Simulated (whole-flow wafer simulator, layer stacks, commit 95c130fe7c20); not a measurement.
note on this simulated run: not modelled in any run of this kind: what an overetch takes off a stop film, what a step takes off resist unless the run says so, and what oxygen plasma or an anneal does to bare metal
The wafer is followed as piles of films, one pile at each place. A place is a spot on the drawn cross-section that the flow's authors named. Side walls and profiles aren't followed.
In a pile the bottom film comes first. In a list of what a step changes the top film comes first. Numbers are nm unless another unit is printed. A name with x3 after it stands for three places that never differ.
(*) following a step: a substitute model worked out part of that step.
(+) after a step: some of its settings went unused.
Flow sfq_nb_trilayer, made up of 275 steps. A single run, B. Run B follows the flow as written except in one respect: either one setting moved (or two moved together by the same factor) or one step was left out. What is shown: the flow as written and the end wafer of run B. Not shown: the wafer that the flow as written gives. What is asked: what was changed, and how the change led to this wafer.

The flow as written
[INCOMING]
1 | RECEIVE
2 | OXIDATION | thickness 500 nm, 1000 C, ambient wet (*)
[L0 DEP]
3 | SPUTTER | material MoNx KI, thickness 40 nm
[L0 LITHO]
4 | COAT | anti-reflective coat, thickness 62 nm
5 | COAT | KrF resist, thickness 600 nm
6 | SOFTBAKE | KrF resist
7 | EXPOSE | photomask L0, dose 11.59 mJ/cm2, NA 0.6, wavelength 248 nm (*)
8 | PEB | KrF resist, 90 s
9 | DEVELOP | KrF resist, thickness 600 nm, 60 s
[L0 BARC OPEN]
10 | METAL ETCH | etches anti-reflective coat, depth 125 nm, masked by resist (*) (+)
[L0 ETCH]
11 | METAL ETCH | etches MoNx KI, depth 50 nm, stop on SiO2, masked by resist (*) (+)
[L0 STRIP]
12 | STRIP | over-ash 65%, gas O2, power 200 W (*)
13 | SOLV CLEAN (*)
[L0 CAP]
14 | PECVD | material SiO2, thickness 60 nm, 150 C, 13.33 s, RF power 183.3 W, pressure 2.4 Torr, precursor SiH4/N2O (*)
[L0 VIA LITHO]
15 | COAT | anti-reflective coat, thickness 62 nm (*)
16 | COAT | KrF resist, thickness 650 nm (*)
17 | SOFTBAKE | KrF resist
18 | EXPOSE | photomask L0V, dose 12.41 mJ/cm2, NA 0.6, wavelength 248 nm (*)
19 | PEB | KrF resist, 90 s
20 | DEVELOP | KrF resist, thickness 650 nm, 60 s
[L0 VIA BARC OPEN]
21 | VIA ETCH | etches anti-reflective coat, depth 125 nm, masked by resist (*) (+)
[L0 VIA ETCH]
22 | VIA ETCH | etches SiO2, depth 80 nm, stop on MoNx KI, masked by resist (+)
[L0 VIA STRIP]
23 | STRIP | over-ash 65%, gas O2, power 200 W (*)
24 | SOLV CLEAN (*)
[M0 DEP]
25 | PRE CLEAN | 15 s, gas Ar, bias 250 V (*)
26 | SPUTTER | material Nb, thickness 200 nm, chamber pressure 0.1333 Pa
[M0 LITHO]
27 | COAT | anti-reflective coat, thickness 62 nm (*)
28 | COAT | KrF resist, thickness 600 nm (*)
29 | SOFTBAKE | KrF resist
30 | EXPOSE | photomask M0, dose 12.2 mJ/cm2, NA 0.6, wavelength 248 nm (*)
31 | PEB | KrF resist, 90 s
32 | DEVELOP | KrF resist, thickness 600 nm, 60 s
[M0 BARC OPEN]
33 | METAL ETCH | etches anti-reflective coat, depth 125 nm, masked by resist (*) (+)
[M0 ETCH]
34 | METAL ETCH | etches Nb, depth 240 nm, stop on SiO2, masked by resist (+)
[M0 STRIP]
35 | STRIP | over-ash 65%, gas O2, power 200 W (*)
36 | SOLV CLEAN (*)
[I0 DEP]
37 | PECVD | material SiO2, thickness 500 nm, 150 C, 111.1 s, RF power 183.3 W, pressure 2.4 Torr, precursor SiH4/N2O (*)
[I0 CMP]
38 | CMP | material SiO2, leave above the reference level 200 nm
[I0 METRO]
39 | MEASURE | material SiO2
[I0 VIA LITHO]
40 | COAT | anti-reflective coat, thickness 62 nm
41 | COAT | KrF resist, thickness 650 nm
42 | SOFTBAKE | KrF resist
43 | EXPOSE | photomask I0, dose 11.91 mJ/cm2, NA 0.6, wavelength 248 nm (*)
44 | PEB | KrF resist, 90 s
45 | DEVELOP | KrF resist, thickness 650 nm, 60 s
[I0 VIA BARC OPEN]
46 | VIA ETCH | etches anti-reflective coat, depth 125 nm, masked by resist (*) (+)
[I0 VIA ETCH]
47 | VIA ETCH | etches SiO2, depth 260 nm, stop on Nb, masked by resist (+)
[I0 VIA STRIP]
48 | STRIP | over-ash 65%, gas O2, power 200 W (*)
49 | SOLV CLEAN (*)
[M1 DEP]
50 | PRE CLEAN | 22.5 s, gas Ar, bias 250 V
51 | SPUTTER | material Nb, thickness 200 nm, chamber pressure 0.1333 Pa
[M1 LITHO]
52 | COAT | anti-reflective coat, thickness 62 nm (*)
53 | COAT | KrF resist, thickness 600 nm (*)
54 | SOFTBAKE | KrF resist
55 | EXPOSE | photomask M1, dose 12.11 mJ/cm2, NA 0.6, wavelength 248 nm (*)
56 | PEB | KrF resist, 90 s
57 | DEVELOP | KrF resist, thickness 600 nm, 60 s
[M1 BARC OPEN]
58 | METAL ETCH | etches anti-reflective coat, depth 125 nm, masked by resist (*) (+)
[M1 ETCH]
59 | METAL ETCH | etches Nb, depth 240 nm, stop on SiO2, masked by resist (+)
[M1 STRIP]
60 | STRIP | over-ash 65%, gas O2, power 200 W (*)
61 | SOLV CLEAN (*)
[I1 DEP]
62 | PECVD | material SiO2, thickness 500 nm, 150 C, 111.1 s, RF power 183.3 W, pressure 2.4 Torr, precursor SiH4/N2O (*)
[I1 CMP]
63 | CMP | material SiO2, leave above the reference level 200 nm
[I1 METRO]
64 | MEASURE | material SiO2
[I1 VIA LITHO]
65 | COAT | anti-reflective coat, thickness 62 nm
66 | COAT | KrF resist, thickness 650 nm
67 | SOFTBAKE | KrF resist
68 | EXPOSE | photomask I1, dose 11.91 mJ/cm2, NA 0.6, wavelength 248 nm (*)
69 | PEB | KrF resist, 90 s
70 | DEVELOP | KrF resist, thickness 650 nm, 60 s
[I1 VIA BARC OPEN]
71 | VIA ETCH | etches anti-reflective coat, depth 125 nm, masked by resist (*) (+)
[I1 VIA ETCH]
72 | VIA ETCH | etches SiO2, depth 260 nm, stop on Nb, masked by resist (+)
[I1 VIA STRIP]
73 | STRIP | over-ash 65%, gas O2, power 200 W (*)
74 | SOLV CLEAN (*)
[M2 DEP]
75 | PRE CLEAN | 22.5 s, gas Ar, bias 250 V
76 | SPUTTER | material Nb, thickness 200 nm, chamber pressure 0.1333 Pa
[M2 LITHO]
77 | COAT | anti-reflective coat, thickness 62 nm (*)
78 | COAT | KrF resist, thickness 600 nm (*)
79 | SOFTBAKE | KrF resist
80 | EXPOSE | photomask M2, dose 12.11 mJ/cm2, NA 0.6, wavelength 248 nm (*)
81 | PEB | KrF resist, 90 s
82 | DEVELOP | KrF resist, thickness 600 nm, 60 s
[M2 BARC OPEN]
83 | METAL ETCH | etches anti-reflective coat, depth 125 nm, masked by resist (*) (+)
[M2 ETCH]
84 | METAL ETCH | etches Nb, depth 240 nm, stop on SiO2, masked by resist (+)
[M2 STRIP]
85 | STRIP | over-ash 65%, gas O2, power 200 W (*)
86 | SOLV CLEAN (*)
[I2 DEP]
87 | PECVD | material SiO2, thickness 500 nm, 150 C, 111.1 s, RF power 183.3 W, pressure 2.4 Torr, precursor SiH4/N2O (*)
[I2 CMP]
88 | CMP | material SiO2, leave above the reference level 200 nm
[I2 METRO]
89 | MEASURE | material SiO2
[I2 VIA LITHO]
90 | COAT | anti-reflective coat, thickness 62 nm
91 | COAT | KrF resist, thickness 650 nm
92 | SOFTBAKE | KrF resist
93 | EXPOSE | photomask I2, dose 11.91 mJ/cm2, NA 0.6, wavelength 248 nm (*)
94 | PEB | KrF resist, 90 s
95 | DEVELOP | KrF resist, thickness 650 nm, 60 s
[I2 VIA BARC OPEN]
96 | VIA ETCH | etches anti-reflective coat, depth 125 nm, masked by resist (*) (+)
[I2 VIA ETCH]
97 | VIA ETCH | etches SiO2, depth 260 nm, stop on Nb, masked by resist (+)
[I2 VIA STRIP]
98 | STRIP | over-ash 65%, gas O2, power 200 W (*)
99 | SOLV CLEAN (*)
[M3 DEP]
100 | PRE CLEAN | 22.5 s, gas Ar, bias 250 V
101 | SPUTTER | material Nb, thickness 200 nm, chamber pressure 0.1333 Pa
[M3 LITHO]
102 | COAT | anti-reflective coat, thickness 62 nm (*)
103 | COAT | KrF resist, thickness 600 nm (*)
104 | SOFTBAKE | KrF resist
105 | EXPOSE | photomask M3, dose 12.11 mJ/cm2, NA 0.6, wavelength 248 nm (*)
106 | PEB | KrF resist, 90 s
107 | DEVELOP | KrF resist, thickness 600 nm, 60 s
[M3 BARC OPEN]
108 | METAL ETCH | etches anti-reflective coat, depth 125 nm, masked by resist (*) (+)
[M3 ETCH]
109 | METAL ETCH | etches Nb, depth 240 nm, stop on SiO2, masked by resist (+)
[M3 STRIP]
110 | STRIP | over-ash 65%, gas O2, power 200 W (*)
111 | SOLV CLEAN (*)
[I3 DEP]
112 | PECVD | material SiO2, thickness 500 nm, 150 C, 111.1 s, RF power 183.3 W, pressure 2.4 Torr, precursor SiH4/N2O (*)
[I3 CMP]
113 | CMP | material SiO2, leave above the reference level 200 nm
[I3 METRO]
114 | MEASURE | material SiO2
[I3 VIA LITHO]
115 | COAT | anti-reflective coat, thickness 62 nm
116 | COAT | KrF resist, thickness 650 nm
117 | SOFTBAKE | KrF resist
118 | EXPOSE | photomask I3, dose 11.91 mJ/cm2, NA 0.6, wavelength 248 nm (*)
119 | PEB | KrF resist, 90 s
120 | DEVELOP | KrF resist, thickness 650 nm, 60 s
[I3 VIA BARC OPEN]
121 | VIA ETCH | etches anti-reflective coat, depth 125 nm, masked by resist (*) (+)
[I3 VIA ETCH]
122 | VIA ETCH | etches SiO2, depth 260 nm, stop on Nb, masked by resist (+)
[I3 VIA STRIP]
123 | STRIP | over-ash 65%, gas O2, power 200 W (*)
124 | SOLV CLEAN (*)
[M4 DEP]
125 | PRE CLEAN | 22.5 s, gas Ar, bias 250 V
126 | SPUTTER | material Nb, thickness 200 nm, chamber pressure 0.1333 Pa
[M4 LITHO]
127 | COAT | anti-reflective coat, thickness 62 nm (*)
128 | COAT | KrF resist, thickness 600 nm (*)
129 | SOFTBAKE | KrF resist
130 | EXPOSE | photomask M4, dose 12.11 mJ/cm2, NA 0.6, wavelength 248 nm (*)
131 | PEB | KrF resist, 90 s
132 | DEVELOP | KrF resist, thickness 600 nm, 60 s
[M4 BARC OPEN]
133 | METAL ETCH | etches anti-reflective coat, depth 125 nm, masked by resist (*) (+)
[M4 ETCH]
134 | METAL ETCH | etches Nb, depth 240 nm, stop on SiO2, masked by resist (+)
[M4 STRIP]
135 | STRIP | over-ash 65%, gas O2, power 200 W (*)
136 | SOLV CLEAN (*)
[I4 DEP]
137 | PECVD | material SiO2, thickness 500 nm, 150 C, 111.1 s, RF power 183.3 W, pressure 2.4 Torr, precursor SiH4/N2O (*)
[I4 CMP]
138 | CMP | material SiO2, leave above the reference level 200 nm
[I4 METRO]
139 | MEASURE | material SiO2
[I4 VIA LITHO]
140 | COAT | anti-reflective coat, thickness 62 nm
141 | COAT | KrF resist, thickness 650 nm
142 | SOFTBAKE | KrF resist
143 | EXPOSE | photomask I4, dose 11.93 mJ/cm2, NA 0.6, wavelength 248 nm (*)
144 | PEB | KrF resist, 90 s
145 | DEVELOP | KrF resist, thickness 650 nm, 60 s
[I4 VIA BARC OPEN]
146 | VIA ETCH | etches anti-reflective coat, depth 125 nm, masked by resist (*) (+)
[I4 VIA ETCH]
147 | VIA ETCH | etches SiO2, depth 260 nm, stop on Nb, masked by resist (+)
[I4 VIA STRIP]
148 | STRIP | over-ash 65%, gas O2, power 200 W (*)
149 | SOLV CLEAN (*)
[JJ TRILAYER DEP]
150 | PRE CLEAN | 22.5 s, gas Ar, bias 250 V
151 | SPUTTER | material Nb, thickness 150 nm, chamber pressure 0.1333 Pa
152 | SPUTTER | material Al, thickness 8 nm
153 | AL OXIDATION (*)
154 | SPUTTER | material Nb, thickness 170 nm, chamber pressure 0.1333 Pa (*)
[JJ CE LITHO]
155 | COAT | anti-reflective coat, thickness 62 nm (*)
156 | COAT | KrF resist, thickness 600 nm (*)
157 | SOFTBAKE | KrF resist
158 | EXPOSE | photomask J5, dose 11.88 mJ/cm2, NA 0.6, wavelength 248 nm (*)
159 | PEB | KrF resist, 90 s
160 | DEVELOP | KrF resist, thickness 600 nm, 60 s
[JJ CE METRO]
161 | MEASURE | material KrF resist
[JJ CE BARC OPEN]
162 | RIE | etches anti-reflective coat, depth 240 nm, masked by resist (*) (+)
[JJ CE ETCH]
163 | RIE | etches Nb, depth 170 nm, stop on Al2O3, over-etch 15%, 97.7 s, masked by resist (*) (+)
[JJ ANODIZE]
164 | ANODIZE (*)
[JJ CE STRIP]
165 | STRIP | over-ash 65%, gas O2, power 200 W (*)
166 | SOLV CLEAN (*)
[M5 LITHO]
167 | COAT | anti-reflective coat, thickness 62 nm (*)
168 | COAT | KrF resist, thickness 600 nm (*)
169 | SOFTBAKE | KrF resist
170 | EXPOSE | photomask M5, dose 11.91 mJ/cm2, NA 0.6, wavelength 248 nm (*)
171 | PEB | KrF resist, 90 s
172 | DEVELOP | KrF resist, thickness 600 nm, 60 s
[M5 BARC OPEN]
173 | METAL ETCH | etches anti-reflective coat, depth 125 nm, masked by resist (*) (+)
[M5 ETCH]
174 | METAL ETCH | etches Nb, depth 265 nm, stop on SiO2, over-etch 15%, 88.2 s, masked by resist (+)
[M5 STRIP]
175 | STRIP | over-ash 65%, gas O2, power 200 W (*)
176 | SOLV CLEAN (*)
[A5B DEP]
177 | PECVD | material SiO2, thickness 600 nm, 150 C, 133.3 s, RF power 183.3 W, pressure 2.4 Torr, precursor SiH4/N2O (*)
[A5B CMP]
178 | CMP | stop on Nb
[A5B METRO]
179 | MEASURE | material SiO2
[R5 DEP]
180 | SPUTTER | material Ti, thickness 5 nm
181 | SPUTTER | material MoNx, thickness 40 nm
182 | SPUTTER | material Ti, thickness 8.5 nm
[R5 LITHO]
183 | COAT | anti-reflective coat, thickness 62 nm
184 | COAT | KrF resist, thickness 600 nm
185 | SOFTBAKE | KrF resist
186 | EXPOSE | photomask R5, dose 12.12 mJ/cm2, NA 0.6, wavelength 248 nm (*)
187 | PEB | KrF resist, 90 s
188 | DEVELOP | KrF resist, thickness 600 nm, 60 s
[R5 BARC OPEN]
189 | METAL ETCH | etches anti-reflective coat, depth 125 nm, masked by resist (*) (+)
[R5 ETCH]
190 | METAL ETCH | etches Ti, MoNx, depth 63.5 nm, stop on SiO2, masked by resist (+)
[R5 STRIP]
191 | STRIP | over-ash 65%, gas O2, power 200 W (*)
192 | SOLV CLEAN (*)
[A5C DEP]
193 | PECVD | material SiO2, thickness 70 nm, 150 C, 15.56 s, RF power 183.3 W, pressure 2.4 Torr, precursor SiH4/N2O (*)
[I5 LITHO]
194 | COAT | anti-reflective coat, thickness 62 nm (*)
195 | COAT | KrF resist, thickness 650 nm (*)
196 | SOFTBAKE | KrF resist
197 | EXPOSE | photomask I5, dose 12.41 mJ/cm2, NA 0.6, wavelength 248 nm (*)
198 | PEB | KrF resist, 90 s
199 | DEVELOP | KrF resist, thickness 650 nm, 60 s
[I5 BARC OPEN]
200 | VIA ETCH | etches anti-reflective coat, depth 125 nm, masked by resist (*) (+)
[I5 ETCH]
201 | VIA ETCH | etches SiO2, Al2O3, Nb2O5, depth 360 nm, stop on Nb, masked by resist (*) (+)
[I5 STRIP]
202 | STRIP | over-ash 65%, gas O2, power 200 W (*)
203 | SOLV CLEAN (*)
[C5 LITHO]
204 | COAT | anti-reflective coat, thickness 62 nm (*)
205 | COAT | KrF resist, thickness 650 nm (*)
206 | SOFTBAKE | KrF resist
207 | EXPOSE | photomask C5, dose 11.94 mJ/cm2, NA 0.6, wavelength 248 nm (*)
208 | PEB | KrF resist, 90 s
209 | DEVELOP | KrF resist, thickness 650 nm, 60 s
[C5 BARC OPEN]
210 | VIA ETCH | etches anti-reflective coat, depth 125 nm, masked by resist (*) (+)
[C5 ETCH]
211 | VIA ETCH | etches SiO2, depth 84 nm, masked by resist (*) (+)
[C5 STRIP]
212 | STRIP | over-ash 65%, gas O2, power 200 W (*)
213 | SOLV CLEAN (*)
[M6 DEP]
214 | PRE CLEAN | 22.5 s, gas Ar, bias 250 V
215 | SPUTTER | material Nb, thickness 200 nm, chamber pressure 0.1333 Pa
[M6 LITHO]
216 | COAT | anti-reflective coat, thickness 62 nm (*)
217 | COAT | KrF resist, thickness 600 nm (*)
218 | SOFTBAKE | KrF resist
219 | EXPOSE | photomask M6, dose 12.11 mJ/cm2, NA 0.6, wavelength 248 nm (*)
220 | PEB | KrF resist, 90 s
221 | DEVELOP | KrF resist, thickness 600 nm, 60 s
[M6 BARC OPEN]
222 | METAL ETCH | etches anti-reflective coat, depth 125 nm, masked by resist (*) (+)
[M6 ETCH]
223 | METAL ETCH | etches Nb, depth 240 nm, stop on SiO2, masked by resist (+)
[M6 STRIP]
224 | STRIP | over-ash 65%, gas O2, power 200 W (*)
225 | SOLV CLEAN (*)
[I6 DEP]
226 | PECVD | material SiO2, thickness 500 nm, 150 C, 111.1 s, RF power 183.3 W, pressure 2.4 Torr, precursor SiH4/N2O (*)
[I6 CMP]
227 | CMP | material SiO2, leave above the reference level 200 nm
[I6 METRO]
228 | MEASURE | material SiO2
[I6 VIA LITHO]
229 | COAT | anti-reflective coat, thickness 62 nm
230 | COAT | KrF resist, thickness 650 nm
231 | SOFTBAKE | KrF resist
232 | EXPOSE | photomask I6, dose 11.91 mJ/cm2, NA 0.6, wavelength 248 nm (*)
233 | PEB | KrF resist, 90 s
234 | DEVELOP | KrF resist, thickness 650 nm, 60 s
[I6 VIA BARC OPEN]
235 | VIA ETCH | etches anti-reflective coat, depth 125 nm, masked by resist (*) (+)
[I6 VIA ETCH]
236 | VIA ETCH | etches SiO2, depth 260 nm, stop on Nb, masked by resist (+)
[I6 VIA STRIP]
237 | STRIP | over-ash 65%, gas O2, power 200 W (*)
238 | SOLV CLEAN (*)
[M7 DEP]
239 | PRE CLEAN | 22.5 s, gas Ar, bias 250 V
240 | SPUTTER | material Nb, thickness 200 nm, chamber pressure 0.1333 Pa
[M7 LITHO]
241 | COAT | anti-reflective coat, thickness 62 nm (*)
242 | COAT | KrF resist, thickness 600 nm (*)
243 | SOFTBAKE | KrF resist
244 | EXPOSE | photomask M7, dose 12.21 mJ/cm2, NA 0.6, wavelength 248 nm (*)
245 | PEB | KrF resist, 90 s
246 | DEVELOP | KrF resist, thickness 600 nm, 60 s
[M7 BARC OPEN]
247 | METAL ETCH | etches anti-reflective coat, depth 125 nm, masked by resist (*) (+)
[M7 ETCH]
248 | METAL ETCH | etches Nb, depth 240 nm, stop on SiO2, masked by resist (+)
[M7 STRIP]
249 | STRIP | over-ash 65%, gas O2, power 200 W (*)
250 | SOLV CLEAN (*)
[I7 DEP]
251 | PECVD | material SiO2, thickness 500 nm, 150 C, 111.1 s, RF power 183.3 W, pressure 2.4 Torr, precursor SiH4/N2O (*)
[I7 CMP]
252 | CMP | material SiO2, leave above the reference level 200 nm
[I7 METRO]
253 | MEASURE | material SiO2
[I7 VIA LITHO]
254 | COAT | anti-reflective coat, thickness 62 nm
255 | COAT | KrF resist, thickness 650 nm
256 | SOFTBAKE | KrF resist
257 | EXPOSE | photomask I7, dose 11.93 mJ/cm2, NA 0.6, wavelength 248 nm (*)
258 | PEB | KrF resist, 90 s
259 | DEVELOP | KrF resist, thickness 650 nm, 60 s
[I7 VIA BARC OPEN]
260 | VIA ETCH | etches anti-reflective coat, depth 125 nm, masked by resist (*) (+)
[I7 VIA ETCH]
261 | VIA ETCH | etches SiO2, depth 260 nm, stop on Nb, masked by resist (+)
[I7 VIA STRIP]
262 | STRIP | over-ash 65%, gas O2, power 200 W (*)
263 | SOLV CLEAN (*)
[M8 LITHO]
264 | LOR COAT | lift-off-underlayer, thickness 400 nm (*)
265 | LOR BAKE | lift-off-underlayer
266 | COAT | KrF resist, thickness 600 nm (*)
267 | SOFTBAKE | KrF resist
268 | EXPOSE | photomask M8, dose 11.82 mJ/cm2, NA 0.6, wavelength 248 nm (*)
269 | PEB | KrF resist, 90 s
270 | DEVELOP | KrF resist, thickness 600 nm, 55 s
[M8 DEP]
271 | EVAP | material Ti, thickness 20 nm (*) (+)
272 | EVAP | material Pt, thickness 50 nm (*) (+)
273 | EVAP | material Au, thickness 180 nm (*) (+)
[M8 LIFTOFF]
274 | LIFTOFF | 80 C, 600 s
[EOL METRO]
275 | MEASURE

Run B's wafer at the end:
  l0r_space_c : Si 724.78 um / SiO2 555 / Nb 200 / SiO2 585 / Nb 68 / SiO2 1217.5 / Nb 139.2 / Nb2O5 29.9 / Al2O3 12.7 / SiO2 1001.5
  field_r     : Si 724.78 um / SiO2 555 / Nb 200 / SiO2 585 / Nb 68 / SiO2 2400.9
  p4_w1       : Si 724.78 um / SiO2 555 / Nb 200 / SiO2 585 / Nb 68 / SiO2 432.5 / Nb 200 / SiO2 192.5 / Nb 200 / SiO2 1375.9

Cause: step 76, SPUTTER: thickness 308 nm was run, while the flow as written has thickness 200 nm.

Step by step, how the change led to this:
  76 | SPUTTER | material Nb, thickness 200 nm, chamber pressure 0.1333 Pa
      field_l, v_sur, via_wl and 102 more: Nb gains 308 (new film) (as written it would have been: Nb gains 200 (new film))
      via_v: Nb gains 270.5 (as written it would have been: Nb gains 174.5)
  84 | METAL ETCH | etches Nb, depth 240 nm, stop on SiO2, masked by resist (+)
      field_l, be, be_sur and 81 more: Nb loses 240 (as written it would have been: Nb loses 200 (all of it))
  87 | PECVD | material SiO2, thickness 500 nm, 150 C, 111.1 s, RF power 183.3 W, pressure 2.4 Torr, precursor SiH4/N2O (*)
      field_l, be, be_sur and 81 more: SiO2 gains 500 (new film) (as written it would have been: SiO2 gains 500)
      via_v: SiO2 gains 593.5 (new film) (as written it would have been: SiO2 gains 606 (new film))
  88 | CMP | material SiO2, leave above the reference level 200 nm
      field_l, be, be_sur and 81 more: SiO2 loses 60 (as written it would have been: SiO2 loses 100)
      via_v: SiO2 loses 157.1 (as written it would have been: SiO2 loses 181.6)
Taking metal films that touch as one body, l0r_space_c has 3 bodies (between them, from the top down: SiO2 1217.5; SiO2 585); the flow as written gives 2 bodies (between them, from the top down: SiO2 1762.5).
Taking metal films that touch as one body, field_r has 2 bodies (between them, from the top down: SiO2 585); the flow as written gives 1 body.
Taking metal films that touch as one body, p4_w1 has 4 bodies (between them, from the top down: SiO2 192.5; SiO2 432.5; SiO2 585); the flow as written gives 3 bodies (between them, from the top down: SiO2 192.5; SiO2 977.5).
